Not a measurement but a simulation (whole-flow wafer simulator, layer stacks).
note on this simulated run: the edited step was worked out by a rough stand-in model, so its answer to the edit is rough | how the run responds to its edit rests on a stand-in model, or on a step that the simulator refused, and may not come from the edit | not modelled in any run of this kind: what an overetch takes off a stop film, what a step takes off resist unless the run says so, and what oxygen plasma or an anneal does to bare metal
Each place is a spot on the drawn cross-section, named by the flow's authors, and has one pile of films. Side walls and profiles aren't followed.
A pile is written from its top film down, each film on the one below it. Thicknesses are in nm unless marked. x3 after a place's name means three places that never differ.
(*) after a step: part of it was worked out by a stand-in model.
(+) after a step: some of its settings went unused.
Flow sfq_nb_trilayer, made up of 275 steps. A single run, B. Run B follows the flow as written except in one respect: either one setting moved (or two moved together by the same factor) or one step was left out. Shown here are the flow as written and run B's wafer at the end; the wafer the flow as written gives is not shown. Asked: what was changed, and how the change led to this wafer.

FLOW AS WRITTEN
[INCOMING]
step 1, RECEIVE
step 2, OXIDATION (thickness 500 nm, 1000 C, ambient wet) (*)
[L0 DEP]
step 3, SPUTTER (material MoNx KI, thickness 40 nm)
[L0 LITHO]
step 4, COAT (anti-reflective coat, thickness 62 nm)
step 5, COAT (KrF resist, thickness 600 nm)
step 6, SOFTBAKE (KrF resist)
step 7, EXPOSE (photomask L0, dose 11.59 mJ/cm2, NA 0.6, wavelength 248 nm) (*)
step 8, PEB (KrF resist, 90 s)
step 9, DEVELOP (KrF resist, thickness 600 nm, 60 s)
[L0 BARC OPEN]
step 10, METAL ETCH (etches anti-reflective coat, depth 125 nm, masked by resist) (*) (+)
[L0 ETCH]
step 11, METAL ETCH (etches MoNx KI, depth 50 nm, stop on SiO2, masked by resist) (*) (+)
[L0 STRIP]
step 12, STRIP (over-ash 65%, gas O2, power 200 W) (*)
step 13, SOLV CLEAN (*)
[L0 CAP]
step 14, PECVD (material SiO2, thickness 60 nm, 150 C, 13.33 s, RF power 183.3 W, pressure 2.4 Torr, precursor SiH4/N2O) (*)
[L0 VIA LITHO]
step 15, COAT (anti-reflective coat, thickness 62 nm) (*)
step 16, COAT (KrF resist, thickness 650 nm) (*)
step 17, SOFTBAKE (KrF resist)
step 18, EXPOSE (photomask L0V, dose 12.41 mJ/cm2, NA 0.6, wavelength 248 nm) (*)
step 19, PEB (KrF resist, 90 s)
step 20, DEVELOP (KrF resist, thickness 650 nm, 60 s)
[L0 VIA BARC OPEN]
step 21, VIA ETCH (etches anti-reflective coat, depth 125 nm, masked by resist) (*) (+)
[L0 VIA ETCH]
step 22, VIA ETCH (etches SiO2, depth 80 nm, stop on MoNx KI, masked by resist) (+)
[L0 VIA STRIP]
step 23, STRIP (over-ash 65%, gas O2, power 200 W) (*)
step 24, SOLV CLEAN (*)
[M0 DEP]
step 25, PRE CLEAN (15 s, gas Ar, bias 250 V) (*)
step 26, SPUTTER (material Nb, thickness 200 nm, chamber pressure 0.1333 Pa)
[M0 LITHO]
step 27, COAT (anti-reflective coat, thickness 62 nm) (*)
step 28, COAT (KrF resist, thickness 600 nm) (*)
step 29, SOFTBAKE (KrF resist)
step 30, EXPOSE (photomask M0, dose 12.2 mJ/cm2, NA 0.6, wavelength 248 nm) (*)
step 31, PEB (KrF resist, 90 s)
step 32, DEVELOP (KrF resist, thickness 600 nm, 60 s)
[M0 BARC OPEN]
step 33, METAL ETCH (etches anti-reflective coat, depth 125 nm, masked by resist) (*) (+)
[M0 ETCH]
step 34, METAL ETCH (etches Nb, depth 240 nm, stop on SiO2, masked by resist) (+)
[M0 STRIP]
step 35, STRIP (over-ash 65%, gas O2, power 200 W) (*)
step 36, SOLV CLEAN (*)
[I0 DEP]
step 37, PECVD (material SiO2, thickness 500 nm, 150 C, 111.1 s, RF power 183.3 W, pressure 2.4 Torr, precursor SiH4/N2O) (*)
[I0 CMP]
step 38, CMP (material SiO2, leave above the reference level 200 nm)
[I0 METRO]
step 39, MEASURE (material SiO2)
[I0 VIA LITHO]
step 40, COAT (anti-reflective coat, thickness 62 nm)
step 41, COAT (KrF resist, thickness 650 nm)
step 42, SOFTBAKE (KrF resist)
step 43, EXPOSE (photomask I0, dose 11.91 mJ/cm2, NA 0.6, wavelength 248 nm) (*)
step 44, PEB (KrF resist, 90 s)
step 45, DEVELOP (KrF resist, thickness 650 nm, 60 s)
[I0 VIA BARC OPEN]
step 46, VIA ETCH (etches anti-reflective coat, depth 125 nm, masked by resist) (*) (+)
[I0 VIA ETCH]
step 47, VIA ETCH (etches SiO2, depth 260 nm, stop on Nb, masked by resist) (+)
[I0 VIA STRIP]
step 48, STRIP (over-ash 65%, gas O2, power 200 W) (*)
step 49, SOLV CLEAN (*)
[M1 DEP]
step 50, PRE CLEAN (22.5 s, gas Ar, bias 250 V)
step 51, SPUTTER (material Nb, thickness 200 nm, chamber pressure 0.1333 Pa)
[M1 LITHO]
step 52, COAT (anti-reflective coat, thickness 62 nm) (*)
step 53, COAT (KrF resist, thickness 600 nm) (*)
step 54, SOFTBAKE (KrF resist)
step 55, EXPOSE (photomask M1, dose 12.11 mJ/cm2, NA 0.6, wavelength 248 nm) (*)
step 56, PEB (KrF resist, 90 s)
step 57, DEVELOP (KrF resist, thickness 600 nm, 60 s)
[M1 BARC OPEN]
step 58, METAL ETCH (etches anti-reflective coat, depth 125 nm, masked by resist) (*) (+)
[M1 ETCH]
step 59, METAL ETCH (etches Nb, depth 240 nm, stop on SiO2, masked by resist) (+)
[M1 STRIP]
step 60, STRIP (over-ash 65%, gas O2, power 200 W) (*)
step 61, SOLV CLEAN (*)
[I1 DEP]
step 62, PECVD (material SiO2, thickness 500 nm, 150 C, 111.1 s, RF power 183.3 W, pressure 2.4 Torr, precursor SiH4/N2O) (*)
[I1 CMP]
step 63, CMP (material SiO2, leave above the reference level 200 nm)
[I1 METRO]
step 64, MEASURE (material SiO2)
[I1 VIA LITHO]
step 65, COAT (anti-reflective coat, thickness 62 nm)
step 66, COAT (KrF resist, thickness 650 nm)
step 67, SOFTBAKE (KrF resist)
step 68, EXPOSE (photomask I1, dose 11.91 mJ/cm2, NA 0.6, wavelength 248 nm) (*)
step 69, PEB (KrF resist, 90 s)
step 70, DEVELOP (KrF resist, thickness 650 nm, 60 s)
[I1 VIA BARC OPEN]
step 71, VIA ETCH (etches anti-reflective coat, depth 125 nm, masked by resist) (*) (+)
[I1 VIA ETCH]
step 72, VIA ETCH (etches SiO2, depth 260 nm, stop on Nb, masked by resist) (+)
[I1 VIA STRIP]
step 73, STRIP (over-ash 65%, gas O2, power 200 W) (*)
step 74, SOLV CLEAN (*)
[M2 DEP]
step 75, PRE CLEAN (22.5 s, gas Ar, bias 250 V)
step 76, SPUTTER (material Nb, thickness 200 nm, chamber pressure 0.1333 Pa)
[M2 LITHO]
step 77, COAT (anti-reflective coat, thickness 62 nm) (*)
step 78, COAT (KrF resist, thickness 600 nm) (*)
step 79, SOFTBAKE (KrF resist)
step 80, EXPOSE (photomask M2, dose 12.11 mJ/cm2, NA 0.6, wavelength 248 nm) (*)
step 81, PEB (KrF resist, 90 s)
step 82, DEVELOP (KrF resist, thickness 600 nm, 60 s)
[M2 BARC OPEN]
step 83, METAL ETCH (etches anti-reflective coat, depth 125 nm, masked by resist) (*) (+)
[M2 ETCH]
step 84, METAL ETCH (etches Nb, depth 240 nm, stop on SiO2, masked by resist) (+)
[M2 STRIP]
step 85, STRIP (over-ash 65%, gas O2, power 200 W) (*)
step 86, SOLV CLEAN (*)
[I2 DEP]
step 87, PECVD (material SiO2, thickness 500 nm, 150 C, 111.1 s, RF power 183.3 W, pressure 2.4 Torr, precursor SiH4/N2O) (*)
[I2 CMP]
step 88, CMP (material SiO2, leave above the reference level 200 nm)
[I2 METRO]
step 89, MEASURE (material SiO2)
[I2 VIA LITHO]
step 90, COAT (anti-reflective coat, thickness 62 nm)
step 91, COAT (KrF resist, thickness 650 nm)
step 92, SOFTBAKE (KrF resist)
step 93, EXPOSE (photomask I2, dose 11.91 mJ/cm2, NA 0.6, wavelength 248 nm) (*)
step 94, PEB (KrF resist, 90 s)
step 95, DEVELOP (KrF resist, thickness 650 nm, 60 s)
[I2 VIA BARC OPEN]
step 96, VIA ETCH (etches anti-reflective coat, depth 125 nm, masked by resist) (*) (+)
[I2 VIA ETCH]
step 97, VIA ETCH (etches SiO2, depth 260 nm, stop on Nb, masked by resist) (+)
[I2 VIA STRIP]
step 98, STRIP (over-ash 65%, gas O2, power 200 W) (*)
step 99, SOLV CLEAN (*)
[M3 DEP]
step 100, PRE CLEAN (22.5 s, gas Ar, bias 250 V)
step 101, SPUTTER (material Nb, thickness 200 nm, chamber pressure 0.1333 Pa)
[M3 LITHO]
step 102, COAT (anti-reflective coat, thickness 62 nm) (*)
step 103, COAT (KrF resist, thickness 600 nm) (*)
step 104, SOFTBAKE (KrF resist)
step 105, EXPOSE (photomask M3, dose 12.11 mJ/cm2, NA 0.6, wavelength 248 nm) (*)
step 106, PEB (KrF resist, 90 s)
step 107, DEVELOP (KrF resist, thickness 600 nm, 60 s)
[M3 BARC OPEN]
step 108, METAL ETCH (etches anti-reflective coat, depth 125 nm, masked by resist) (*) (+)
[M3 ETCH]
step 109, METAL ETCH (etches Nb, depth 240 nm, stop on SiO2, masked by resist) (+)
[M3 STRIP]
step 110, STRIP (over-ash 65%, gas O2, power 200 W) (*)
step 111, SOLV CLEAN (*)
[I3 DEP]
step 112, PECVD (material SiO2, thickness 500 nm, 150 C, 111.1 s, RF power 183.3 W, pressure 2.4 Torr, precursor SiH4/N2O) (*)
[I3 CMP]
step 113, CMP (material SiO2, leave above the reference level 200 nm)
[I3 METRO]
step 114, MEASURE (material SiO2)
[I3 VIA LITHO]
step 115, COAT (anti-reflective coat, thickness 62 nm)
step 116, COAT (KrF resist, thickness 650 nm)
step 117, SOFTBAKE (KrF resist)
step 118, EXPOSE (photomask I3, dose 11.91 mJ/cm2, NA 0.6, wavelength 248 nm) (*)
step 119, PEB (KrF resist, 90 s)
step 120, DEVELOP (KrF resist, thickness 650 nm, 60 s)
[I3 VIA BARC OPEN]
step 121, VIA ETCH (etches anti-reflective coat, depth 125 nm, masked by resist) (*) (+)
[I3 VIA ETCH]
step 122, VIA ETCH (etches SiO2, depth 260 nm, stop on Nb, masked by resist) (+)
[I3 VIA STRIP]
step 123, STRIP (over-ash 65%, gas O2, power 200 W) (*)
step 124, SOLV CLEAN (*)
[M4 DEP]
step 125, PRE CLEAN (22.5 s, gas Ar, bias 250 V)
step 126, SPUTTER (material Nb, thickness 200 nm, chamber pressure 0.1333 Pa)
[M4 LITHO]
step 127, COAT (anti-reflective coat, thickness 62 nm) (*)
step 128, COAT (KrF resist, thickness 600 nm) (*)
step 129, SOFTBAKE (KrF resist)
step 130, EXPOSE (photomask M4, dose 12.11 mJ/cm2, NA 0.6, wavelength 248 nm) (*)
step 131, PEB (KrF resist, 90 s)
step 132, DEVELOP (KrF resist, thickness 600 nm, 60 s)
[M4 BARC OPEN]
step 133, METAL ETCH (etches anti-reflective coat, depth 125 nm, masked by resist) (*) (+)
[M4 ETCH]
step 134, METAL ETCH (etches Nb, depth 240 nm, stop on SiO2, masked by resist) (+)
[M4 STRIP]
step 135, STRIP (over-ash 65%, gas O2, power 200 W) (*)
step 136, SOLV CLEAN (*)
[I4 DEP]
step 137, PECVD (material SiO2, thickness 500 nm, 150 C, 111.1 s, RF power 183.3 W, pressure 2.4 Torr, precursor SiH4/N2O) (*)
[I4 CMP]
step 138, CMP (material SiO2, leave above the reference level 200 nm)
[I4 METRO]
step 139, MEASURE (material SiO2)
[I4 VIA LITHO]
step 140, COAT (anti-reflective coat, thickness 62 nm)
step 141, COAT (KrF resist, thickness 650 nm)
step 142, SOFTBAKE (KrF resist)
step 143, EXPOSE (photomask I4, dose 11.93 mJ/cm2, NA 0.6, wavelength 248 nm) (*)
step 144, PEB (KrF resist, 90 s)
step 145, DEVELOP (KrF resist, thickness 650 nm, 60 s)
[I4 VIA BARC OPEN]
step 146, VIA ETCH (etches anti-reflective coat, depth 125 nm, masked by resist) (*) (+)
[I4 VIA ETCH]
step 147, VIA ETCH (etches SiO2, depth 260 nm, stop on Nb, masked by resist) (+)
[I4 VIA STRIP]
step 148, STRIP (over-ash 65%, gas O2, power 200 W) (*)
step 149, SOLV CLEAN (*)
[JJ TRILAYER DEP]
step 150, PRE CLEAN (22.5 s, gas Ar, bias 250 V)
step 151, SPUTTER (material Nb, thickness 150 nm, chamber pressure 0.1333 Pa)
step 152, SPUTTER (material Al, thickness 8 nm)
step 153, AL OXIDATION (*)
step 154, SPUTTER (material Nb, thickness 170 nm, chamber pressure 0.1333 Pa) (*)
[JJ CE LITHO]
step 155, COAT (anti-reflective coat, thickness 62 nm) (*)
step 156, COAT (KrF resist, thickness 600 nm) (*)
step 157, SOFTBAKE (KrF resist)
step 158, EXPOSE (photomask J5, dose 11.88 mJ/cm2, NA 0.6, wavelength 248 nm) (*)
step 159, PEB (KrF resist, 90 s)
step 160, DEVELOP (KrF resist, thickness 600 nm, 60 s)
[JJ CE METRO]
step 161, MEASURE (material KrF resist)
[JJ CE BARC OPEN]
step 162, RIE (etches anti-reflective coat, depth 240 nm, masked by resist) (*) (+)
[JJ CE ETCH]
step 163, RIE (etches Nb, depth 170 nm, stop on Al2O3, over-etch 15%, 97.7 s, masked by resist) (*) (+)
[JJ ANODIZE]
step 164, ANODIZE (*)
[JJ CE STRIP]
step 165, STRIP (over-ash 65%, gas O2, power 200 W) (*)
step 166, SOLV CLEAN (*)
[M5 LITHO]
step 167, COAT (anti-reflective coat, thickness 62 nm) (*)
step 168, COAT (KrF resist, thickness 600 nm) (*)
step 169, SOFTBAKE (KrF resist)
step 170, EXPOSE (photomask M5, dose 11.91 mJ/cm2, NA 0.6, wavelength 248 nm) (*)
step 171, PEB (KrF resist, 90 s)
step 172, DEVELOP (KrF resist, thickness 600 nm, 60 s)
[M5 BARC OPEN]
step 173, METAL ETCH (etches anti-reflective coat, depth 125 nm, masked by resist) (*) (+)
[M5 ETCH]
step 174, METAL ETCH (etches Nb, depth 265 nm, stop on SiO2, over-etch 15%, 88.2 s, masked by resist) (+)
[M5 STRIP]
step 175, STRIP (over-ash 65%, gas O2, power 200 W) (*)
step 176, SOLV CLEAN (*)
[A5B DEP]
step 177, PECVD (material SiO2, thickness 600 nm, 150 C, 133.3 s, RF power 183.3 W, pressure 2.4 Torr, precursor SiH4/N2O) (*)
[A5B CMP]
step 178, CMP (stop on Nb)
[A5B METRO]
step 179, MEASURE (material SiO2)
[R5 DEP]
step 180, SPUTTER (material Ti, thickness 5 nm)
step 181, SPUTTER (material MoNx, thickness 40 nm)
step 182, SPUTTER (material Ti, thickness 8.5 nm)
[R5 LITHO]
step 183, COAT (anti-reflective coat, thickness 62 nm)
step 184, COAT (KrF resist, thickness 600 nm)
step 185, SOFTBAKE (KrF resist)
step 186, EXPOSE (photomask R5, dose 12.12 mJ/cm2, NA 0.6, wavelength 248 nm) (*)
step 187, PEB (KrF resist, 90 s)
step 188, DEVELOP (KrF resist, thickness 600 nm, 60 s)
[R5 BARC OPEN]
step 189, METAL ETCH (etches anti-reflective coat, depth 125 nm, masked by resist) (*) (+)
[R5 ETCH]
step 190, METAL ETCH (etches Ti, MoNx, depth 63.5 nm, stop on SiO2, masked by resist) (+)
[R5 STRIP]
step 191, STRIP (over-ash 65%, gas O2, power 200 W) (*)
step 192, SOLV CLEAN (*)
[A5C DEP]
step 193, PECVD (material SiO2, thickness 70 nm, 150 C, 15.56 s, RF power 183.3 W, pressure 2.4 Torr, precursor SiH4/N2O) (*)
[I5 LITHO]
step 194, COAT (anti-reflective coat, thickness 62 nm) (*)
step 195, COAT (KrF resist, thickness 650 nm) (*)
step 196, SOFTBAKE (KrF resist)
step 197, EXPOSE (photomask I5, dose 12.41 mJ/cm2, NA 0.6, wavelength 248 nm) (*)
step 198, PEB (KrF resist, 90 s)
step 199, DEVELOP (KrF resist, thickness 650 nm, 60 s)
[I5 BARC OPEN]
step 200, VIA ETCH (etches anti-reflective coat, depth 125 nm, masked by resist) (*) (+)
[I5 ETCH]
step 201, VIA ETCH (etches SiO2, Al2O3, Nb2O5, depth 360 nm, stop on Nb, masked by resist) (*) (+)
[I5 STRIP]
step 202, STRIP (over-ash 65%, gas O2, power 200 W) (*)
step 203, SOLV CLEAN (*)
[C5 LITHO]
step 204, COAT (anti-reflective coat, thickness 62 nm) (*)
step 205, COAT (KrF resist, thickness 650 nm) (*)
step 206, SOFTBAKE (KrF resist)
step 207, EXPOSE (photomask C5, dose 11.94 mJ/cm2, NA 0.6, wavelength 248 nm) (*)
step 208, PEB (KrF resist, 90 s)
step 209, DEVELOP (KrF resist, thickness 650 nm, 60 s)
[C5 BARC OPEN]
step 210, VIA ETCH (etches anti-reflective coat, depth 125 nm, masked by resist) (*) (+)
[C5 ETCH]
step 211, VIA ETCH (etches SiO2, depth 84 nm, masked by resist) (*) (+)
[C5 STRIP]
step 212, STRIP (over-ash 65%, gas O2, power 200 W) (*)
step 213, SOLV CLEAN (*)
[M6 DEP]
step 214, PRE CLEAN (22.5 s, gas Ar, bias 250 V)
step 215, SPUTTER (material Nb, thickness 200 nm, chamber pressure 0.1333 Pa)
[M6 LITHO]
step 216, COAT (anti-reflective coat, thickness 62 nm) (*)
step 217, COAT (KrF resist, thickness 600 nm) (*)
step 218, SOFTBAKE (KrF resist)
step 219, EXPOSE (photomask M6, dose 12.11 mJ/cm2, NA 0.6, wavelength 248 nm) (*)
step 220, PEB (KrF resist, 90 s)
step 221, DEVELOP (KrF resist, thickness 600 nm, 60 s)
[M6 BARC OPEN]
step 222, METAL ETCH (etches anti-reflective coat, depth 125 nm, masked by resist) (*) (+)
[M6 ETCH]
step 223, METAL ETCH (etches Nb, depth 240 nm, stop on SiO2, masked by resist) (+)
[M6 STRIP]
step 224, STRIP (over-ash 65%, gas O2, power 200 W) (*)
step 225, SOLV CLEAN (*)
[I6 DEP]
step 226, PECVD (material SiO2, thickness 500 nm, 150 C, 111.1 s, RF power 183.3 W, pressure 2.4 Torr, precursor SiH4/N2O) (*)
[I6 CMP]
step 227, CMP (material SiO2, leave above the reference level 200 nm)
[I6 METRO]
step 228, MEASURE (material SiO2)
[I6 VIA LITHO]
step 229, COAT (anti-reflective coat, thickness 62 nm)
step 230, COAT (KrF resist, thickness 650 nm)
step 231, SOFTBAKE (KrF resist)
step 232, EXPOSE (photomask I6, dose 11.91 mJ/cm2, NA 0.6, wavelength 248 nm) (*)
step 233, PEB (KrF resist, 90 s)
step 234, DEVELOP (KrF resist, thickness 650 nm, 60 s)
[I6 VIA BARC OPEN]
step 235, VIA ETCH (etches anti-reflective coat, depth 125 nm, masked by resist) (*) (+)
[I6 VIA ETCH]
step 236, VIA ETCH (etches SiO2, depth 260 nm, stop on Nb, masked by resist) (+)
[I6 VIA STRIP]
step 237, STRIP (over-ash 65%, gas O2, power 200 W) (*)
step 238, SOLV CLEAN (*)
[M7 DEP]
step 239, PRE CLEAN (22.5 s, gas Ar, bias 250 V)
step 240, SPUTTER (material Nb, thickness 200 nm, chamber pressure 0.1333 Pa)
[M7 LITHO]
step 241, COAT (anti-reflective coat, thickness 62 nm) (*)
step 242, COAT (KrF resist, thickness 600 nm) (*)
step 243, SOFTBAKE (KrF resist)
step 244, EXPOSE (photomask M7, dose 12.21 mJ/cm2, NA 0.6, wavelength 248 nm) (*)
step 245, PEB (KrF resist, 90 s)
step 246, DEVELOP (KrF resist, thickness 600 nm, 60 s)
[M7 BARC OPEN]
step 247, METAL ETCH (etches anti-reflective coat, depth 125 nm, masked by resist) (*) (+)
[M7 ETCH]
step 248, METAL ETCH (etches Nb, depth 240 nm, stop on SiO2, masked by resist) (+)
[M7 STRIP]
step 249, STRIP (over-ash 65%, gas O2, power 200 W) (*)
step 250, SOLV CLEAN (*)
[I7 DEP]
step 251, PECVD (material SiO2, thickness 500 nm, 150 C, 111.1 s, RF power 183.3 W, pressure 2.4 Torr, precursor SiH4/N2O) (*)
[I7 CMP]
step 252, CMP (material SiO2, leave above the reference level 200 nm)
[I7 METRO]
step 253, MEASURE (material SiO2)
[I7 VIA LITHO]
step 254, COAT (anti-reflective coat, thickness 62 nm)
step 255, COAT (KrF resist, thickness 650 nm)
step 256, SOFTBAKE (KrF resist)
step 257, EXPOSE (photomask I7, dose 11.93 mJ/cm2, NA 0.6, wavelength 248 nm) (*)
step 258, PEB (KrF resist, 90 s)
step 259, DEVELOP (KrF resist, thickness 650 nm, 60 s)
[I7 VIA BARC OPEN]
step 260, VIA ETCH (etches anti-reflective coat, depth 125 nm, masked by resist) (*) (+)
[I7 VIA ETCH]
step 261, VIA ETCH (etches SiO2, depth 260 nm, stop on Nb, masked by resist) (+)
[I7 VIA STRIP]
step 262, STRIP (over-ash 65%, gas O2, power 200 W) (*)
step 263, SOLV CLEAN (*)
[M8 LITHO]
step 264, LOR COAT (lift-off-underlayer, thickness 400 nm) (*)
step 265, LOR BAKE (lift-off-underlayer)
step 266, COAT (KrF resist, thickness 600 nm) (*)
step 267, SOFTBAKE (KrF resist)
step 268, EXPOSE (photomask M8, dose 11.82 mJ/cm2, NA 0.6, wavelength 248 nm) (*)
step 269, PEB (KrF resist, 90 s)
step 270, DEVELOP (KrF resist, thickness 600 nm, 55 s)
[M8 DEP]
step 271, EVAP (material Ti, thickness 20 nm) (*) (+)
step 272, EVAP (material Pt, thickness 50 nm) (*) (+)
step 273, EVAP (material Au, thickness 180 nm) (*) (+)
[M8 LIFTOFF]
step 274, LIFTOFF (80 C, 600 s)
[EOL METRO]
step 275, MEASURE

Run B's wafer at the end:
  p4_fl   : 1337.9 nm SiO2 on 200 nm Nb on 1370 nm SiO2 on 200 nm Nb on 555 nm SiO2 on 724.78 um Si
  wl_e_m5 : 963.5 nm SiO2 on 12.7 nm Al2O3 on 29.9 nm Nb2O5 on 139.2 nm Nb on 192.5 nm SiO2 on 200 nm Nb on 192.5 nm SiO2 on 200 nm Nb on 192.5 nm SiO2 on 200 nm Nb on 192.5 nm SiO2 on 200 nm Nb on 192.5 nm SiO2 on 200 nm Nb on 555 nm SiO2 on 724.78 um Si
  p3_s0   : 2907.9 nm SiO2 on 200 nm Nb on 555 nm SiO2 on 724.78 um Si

Cause: step 226, PECVD: thickness 262 nm was run, though the flow has thickness 500 nm; step 226, PECVD: 58.33 s was run, where the flow has 111.1 s.

How this came from the change, step by step:
  step 226, PECVD (material SiO2, thickness 500 nm, 150 C, 111.1 s, RF power 183.3 W, pressure 2.4 Torr, precursor SiH4/N2O) (*)
      field_l, p4_fl, p4_fm and 62 more: +262 SiO2 (as written it would have been: +500 SiO2)
      v_sur, via_wl, via_w and 21 more: +262 SiO2 (new film) (as written it would have been: +500 SiO2 (new film))
      (also at 17 further places)
  step 227, CMP (material SiO2, leave above the reference level 200 nm)
      field_l, p4_fl, p4_fm and 59 more: nothing (as written it would have been: -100 SiO2)
      moat, field_r, lsp_l, ln_m5, lsp_m: nothing (as written it would have been: -93.6 SiO2)
      (also at 39 further places)
  step 229, COAT (anti-reflective coat, thickness 62 nm)
      p3_s1, p3_l2, p3_s5, p3_l6: +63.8 anti-reflective coat (new film) (as written it would have been: +62 anti-reflective coat (new film))
      p3_l3, p3_s3, p3_l4, p3_s4: +63.6 anti-reflective coat (new film) (as written it would have been: +62 anti-reflective coat (new film))
      (also at 85 further places)
  step 230, COAT (KrF resist, thickness 650 nm)
      wl_f_sr, m5r_line_l, m5r_line_r: +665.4 KrF resist (new film) (as written it would have been: +650 KrF resist (new film))
      ln_m6, wl_c_m6: +571.8 KrF resist (new film) (as written it would have been: +650 KrF resist (new film))
      (also at 72 further places)
  step 234, DEVELOP (KrF resist, thickness 650 nm, 60 s)
      via_v: -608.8 KrF resist (all of it) (as written it would have been: -648.6 KrF resist (all of it))
  step 235, VIA ETCH (etches anti-reflective coat, depth 125 nm, masked by resist) (*) (+)
      field_l, v_sur, via_wl and 102 more: -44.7 KrF resist (as written it would have been: -51.7 KrF resist)
      via_v: -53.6 anti-reflective coat (all of it), -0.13 SiO2 (as written it would have been: -62 anti-reflective coat (all of it), -0.16 SiO2)
  step 237, STRIP (over-ash 65%, gas O2, power 200 W) (*)
      p3_s3, p3_s4: -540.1 KrF resist (all of it), -63.6 anti-reflective coat (all of it) (as written it would have been: -528.6 KrF resist (all of it), -62 anti-reflective coat (all of it))
      m0r_line_l, m7r_line_l: -563.1 KrF resist (all of it), -62.5 anti-reflective coat (all of it) (as written it would have been: -528.6 KrF resist (all of it), -62 anti-reflective coat (all of it))
      (also at 96 further places)
  step 240, SPUTTER (material Nb, thickness 200 nm, chamber pressure 0.1333 Pa)
      lsp_r, l0_sur, l0v: +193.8 Nb (new film) (as written it would have been: +200 Nb (new film))
      be: +136.2 Nb (new film) (as written it would have been: +200 Nb (new film))
      (also at 3 further places)
  step 241, COAT (anti-reflective coat, thickness 62 nm) (*)
      p3_l3, p3_s3, p3_l4, p3_s4, p3_l5: +63.5 anti-reflective coat (new film) (as written it would have been: +62 anti-reflective coat (new film))
      p3_s1, p3_s2, p3_s5: +63.6 anti-reflective coat (new film) (as written it would have been: +62 anti-reflective coat (new film))
      (also at 85 further places)
  step 242, COAT (KrF resist, thickness 600 nm) (*)
      p3_s0, wl_c_sl, wl_f_sl: +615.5 KrF resist (new film) (as written it would have been: +600 KrF resist (new film))
      wl_g_sl, m5r_space_l, m5r_space_r: +617.2 KrF resist (new film) (as written it would have been: +600 KrF resist (new film))
      (also at 72 further places)
  step 246, DEVELOP (KrF resist, thickness 600 nm, 60 s)
      p3_s0, wl_c_sl: -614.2 KrF resist (all of it) (as written it would have been: -598.7 KrF resist (all of it))
      m0r_space_l, m7r_space_l: -616.9 KrF resist (all of it) (as written it would have been: -598.7 KrF resist (all of it))
      (also at 33 further places)
  step 247, METAL ETCH (etches anti-reflective coat, depth 125 nm, masked by resist) (*) (+)
      m5r_linepad_l, m5r_linepad_r: -125 anti-reflective coat (as written it would have been: -62 anti-reflective coat (all of it))
      v_sur, via_wl, via_w and 38 more: -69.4 KrF resist (as written it would have been: -51.7 KrF resist)
      (also at 53 further places)
  step 248, METAL ETCH (etches Nb, depth 240 nm, stop on SiO2, masked by resist) (+)
      m5r_linepad_l, m5r_linepad_r: -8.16 anti-reflective coat (all of it), -200 Nb (all of it) (as written it would have been: -200 Nb (all of it))
      l0_sur, l0v: -193.8 Nb (all of it) (as written it would have been: -200 Nb (all of it))
  step 249, STRIP (over-ash 65%, gas O2, power 200 W) (*)
      v_sur: -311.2 KrF resist (all of it), -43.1 anti-reflective coat (all of it) (as written it would have been: -379.9 KrF resist (all of it), -61.4 anti-reflective coat (all of it))
      via_wl: -311.6 KrF resist (all of it), -52 anti-reflective coat (all of it) (as written it would have been: -379.3 KrF resist (all of it), -61.3 anti-reflective coat (all of it))
      (also at 36 further places)
  step 251, PECVD (material SiO2, thickness 500 nm, 150 C, 111.1 s, RF power 183.3 W, pressure 2.4 Torr, precursor SiH4/N2O) (*)
      be: +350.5 SiO2 (new film) (as written it would have been: +500 SiO2 (new film))
      gap: +542.8 SiO2 (new film) (as written it would have been: +500 SiO2 (new film))
  step 252, CMP (material SiO2, leave above the reference level 200 nm)
      field_l, p4_fl, p4_fm and 48 more: nothing (as written it would have been: -100 SiO2)
      field_r, lsp_l: nothing (as written it would have been: -77.7 SiO2)
      (also at 28 further places)
  ... 7 other steps ...
  step 274, LIFTOFF (80 C, 600 s)
      m0r_line_l, m0r_line_r: -180 Au (all of it), -50 Pt (all of it), -20 Ti (all of it), -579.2 KrF resist (all of it), -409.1 lift-off-underlayer (all of it) (as written it would have been: -180 Au (all of it), -50 Pt (all of it), -20 Ti (all of it), -576.2 KrF resist (all of it), -400 lift-off-underlayer (all of it))
      m0r_space_l, m0r_space_r: -180 Au (all of it), -50 Pt (all of it), -20 Ti (all of it), -577 KrF resist (all of it), -411.9 lift-off-underlayer (all of it) (as written it would have been: -180 Au (all of it), -50 Pt (all of it), -20 Ti (all of it), -576.2 KrF resist (all of it), -400 lift-off-underlayer (all of it))
      (also at 28 further places)
